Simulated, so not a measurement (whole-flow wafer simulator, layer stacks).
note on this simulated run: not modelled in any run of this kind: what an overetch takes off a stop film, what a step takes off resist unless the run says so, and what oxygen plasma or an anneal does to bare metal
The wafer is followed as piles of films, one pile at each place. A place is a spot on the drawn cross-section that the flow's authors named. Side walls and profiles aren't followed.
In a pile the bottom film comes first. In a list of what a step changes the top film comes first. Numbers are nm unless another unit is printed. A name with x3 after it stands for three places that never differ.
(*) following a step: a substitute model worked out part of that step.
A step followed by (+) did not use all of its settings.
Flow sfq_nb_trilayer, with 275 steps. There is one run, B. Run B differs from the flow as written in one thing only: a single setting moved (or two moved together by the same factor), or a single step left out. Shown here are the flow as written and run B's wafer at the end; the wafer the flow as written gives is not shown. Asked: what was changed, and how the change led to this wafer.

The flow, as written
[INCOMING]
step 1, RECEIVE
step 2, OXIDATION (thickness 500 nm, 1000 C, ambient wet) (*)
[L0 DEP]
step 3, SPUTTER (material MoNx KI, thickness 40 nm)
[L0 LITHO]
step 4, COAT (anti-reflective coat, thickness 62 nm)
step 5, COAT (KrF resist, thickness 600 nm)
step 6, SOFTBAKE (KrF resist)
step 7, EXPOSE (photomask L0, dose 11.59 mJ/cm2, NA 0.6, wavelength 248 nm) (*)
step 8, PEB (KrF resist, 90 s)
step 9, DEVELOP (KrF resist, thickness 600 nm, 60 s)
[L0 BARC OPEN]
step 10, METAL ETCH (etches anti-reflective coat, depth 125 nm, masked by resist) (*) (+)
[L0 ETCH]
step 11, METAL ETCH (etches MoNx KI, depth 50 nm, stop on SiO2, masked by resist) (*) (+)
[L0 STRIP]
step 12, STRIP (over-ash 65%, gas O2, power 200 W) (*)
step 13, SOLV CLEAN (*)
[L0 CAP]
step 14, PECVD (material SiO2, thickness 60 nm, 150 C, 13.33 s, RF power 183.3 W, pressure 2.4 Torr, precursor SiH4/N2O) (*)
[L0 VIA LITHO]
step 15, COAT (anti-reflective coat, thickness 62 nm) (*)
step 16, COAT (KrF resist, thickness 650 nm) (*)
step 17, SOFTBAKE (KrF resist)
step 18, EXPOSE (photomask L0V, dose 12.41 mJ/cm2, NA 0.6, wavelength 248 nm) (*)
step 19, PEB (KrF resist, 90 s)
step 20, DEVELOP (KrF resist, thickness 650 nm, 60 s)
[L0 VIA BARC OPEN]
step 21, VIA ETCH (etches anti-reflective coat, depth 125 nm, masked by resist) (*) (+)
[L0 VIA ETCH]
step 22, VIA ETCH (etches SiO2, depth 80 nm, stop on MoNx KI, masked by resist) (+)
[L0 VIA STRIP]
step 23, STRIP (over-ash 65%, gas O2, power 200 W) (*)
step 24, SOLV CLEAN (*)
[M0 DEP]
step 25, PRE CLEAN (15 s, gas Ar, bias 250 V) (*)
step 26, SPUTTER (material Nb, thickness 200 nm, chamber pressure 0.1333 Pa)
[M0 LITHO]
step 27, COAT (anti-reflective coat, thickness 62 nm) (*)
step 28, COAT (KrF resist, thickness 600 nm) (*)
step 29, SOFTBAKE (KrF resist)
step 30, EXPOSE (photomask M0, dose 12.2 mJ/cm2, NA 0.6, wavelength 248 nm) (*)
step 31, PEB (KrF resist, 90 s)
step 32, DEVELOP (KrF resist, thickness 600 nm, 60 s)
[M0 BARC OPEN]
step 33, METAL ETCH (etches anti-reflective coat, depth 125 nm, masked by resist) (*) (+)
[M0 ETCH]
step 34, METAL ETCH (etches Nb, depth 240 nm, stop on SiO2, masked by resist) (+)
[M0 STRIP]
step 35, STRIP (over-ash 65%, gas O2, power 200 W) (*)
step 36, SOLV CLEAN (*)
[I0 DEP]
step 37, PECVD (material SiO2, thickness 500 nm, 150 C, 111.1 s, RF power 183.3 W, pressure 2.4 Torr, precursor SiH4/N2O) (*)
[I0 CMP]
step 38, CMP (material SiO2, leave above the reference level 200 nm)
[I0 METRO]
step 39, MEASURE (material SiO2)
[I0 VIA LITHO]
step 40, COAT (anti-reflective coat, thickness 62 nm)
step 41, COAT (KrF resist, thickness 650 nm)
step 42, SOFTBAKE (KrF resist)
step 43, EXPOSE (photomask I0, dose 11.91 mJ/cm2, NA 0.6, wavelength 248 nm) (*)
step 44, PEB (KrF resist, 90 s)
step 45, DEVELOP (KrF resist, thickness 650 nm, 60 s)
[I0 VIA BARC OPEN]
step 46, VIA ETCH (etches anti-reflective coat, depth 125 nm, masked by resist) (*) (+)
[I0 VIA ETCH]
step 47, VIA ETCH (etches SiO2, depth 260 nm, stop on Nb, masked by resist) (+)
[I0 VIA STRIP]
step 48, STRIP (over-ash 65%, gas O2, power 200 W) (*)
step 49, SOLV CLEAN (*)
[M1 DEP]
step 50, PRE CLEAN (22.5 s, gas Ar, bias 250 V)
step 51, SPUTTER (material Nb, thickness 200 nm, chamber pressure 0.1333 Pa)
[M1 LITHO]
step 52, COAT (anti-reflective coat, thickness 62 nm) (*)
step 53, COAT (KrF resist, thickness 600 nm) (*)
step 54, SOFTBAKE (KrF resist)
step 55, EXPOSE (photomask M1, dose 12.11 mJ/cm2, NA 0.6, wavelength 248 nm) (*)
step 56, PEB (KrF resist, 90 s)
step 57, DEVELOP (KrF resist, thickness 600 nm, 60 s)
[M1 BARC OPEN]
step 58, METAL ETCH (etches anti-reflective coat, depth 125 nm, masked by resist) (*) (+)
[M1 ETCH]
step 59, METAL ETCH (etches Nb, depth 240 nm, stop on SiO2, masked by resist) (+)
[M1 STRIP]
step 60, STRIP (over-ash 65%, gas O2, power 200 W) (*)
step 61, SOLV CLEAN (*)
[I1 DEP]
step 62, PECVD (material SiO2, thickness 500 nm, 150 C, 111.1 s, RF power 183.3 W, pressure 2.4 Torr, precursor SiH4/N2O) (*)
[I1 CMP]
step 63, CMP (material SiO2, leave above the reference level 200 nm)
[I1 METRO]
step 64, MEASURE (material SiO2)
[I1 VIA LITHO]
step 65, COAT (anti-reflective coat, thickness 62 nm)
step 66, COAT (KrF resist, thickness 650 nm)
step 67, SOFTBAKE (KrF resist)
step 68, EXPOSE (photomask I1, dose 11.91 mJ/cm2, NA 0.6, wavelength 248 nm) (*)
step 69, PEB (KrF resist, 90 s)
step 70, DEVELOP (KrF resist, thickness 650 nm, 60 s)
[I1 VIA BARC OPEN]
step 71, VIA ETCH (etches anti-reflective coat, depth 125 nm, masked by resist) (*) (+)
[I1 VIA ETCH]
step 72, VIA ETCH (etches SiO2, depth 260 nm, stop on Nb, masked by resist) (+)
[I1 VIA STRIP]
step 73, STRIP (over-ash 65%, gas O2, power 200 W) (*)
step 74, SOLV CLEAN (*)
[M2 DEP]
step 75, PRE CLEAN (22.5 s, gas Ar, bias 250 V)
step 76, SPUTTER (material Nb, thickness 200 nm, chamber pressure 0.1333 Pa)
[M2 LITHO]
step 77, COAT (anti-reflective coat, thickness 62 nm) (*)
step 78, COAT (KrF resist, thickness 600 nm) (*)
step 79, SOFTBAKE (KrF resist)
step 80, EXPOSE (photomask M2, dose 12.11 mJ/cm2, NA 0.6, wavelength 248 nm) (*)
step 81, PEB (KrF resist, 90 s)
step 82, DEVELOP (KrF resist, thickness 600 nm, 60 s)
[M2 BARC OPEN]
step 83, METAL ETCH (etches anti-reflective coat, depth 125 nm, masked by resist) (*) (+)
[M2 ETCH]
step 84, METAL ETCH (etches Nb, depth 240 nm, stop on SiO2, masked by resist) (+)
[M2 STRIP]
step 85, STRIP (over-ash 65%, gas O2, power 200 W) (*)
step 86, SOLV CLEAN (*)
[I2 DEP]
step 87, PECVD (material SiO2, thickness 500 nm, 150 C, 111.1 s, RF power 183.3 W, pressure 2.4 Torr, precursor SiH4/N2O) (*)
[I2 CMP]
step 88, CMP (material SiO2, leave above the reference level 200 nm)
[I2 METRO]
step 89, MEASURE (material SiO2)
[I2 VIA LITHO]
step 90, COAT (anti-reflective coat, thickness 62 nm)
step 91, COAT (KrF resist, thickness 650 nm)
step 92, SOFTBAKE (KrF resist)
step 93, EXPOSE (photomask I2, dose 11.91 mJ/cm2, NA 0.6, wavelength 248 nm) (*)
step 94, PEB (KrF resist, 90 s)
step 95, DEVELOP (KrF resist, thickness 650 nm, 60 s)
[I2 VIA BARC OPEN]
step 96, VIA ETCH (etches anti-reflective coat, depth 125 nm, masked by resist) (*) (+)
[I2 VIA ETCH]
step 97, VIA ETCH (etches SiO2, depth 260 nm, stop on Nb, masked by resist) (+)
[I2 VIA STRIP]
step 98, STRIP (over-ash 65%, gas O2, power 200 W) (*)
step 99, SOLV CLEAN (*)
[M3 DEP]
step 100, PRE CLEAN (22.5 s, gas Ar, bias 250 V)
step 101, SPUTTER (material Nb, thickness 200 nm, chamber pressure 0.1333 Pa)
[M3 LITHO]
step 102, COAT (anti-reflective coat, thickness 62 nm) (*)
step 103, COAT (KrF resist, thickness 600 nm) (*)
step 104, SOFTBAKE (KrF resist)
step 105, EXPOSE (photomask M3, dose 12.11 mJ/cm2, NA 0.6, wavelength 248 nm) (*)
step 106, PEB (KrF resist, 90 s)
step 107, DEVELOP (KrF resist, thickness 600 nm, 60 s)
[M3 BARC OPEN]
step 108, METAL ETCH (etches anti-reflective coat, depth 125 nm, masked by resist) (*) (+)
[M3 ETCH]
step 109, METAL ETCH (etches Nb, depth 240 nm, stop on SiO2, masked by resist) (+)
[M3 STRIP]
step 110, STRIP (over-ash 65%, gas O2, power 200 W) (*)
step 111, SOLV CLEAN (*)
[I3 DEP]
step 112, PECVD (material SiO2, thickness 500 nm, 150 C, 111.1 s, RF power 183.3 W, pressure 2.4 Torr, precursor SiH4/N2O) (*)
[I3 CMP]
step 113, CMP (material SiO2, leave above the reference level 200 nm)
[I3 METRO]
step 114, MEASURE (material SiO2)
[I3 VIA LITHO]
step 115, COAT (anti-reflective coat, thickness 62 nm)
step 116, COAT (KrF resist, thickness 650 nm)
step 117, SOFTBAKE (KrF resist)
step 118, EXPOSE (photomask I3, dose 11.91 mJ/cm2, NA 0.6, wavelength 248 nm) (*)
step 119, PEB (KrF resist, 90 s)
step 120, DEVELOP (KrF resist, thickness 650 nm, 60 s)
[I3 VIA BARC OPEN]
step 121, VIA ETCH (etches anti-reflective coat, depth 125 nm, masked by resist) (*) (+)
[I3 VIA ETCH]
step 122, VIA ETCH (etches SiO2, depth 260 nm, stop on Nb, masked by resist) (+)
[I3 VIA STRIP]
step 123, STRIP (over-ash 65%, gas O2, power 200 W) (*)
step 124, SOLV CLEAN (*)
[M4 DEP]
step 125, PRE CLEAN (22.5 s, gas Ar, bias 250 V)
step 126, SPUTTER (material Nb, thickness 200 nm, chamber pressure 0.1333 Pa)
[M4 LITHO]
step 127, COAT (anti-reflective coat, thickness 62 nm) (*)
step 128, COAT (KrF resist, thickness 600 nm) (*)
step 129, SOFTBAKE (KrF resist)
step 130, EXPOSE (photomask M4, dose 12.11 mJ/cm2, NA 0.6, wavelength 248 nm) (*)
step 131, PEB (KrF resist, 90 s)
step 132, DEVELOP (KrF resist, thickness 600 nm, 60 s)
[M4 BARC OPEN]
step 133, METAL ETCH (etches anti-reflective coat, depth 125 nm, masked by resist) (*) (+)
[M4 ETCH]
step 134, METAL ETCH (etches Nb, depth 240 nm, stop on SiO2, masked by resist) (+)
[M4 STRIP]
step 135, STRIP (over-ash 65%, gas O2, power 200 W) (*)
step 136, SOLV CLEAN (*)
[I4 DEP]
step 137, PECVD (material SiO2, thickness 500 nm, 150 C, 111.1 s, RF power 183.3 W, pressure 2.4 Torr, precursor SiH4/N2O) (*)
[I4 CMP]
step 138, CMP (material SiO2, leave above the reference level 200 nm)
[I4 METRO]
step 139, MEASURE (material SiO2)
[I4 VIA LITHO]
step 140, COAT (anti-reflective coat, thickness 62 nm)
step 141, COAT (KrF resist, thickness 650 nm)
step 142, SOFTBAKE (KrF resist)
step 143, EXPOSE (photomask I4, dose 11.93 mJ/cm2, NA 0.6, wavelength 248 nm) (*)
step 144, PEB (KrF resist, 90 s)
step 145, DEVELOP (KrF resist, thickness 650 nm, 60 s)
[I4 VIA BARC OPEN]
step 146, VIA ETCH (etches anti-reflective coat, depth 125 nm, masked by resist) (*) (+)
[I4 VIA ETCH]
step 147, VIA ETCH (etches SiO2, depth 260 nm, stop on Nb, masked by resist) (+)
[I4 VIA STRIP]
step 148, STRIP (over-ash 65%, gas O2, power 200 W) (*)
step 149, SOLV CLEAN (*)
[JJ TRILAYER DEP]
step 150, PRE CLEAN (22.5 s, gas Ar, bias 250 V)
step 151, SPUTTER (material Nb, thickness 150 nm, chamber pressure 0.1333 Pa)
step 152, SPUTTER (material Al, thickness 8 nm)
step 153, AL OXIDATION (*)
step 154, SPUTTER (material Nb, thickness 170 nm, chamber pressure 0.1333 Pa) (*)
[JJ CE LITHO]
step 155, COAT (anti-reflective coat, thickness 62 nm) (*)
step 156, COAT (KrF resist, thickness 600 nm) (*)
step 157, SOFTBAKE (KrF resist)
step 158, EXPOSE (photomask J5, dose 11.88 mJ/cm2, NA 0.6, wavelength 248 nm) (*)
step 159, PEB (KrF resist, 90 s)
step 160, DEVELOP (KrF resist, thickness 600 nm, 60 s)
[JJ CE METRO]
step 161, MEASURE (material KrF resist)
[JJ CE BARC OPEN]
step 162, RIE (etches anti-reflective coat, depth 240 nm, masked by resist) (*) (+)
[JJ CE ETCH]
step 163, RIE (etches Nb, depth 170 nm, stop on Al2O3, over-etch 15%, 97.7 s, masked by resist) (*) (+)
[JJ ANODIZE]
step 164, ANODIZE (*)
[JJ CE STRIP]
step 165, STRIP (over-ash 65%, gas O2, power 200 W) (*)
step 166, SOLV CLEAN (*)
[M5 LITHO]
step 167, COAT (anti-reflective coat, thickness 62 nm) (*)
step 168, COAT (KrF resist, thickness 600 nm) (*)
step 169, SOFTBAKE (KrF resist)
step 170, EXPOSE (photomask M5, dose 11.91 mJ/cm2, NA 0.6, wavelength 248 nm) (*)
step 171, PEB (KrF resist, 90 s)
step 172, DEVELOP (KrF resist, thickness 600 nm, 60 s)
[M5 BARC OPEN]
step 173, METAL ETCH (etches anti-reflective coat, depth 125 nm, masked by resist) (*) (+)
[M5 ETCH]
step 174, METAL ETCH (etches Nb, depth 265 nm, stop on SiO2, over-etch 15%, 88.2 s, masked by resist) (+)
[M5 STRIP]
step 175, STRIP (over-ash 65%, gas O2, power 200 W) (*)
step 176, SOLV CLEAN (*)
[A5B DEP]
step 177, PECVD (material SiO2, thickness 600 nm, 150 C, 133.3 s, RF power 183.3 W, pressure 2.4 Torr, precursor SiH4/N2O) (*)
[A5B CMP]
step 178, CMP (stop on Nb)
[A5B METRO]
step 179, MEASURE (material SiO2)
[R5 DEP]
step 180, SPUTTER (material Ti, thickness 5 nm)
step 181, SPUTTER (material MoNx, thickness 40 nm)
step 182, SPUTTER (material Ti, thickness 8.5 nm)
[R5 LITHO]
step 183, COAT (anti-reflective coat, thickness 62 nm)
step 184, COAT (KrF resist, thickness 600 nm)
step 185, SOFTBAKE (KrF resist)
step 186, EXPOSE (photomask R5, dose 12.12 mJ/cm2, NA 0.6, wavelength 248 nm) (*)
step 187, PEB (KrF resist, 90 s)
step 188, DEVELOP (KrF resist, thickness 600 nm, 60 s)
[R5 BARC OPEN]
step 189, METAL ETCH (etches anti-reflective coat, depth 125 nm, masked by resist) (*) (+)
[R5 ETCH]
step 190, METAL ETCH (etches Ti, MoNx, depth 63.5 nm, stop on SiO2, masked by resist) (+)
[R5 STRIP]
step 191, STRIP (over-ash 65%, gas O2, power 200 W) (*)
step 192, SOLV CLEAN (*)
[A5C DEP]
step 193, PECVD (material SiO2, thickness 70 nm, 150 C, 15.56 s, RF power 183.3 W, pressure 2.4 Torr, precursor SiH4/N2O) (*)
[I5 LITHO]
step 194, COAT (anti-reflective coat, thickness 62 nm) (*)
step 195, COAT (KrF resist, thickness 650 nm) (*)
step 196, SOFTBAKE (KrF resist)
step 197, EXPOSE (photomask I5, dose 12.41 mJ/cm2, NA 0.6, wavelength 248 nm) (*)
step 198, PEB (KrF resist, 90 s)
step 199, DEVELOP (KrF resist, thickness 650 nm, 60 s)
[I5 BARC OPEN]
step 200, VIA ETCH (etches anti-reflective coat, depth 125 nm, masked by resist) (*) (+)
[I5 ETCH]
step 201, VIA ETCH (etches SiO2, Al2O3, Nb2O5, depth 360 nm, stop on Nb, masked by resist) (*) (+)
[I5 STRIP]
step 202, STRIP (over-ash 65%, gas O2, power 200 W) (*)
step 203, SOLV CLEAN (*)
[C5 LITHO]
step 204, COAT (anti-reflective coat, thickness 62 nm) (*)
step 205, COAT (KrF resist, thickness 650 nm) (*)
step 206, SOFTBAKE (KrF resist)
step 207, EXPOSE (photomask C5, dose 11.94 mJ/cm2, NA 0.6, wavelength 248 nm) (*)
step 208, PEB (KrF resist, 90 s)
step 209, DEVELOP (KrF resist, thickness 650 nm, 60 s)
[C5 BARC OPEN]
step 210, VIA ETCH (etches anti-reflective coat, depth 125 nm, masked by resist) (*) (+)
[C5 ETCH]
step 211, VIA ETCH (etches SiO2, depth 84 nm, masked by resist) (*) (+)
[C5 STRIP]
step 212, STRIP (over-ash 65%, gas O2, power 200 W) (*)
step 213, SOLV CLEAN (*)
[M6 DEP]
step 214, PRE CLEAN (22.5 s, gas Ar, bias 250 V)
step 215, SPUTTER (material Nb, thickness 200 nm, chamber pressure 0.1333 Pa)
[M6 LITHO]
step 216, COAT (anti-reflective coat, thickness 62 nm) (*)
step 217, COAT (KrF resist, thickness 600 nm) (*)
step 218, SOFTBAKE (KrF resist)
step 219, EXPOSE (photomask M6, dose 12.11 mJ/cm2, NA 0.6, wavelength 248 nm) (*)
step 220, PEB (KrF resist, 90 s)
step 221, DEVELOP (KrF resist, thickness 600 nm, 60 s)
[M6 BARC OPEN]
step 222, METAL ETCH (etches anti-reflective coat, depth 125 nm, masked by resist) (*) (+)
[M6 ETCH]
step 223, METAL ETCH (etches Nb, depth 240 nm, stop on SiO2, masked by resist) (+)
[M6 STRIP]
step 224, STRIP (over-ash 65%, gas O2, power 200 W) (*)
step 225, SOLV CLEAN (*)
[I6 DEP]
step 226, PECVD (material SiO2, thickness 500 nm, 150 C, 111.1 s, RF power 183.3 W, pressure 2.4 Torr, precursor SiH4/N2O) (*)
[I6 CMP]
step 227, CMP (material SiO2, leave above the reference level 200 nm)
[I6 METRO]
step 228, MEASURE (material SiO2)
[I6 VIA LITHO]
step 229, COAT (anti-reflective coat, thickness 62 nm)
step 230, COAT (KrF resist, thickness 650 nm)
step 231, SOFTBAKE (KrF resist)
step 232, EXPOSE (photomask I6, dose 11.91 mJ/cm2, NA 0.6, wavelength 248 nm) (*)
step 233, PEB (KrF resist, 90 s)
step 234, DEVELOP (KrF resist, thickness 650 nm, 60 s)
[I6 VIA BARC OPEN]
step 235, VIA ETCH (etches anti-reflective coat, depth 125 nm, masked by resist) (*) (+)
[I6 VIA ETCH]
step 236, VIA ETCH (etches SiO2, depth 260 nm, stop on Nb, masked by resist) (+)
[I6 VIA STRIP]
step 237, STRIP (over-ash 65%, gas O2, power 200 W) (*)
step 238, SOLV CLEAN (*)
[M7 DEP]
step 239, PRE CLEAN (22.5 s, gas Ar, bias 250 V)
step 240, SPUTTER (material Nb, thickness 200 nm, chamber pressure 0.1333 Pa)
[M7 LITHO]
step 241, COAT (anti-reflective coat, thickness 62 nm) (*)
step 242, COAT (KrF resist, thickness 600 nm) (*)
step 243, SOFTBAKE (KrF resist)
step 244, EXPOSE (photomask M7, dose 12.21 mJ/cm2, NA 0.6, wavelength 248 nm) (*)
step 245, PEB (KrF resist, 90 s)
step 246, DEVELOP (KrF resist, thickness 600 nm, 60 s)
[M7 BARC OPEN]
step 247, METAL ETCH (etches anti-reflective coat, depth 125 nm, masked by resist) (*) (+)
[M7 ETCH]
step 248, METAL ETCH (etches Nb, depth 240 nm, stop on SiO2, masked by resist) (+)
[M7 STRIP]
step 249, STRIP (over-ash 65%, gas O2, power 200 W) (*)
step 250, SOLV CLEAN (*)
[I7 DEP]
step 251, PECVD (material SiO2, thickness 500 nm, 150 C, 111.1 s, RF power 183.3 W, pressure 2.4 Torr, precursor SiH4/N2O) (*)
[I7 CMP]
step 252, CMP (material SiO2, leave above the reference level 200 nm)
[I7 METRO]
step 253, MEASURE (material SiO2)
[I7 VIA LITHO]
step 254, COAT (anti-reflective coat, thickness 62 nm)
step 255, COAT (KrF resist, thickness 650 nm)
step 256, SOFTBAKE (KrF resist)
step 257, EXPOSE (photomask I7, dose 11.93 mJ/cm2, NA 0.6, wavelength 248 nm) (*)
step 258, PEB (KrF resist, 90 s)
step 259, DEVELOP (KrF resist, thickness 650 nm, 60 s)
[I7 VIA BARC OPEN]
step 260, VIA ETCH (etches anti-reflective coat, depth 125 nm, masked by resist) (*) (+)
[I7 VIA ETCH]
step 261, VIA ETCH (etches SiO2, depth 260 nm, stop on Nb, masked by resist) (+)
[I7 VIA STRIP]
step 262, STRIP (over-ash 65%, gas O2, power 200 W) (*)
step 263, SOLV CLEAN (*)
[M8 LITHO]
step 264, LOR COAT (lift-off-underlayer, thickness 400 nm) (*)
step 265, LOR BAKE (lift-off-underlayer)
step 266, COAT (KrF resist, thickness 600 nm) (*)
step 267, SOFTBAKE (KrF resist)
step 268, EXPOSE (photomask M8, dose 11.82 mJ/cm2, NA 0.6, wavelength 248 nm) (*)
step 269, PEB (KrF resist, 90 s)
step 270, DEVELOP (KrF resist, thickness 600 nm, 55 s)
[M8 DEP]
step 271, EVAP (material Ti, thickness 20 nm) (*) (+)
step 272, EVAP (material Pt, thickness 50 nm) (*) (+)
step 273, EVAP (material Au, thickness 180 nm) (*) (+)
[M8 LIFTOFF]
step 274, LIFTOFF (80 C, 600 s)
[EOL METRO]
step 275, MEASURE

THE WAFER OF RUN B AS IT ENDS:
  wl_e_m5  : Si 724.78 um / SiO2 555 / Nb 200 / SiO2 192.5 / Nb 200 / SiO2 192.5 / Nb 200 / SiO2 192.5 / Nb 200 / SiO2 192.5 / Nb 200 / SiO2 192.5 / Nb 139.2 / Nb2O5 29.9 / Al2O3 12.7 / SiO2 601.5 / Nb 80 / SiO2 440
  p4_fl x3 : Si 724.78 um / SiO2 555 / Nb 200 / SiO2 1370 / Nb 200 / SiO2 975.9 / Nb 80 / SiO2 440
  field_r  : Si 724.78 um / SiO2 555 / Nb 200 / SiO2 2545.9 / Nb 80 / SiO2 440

Cause: step 240, SPUTTER: thickness 320 nm was run, while the flow as written has thickness 200 nm.

How this came from the change, step by step:
  step 240, SPUTTER (material Nb, thickness 200 nm, chamber pressure 0.1333 Pa)
      field_l, v_sur, via_wl and 102 more: +320 Nb (new film) (in the flow as written it would be: +200 Nb (new film))
      via_v: +258.6 Nb (in the flow as written it would be: +161.1 Nb)
  step 241, COAT (anti-reflective coat, thickness 62 nm) (*)
      via_v: +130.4 anti-reflective coat (new film) (in the flow as written it would be: +126 anti-reflective coat (new film))
  step 248, METAL ETCH (etches Nb, depth 240 nm, stop on SiO2, masked by resist) (+)
      field_l, field_r, lsp_l and 62 more: -240 Nb (in the flow as written it would be: -200 Nb (all of it))
  step 249, STRIP (over-ash 65%, gas O2, power 200 W) (*)
      via_v: -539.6 KrF resist (all of it), -130.4 anti-reflective coat (all of it) (in the flow as written it would be: -524.5 KrF resist (all of it), -126 anti-reflective coat (all of it))
  step 251, PECVD (material SiO2, thickness 500 nm, 150 C, 111.1 s, RF power 183.3 W, pressure 2.4 Torr, precursor SiH4/N2O) (*)
      field_l, p4_fl x3, p4_w1 x9 and 46 more: +500 SiO2 (new film) (in the flow as written it would be: +500 SiO2)
      field_r, lsp_l: +473.2 SiO2 (new film) (in the flow as written it would be: +477.7 SiO2)
      (as well as at 4 more places)
  step 252, CMP (material SiO2, leave above the reference level 200 nm)
      field_l, p4_fl x3, p4_w1 x9 and 46 more: -60 SiO2 (in the flow as written it would be: -100 SiO2)
      field_r, lsp_l: -33.2 SiO2 (in the flow as written it would be: -77.7 SiO2)
      (as well as at 3 more places)
If metal films that touch count as one body, wl_e_m5 has 7 bodies (between them, from the top down: SiO2 601.5 / Al2O3 12.7 / Nb2O5 29.9; SiO2 192.5; SiO2 192.5; SiO2 192.5; SiO2 192.5; SiO2 192.5); the flow as written gives 6 bodies (between them, from the top down: SiO2 192.5; SiO2 192.5; SiO2 192.5; SiO2 192.5; SiO2 192.5).
If metal films that touch count as one body, p4_fl x3 has 3 bodies (between them, from the top down: SiO2 975.9; SiO2 1370); the flow as written gives 2 bodies (between them, from the top down: SiO2 1370).
If metal films that touch count as one body, field_r has 2 bodies (between them, from the top down: SiO2 2545.9); the flow as written gives 1 body.
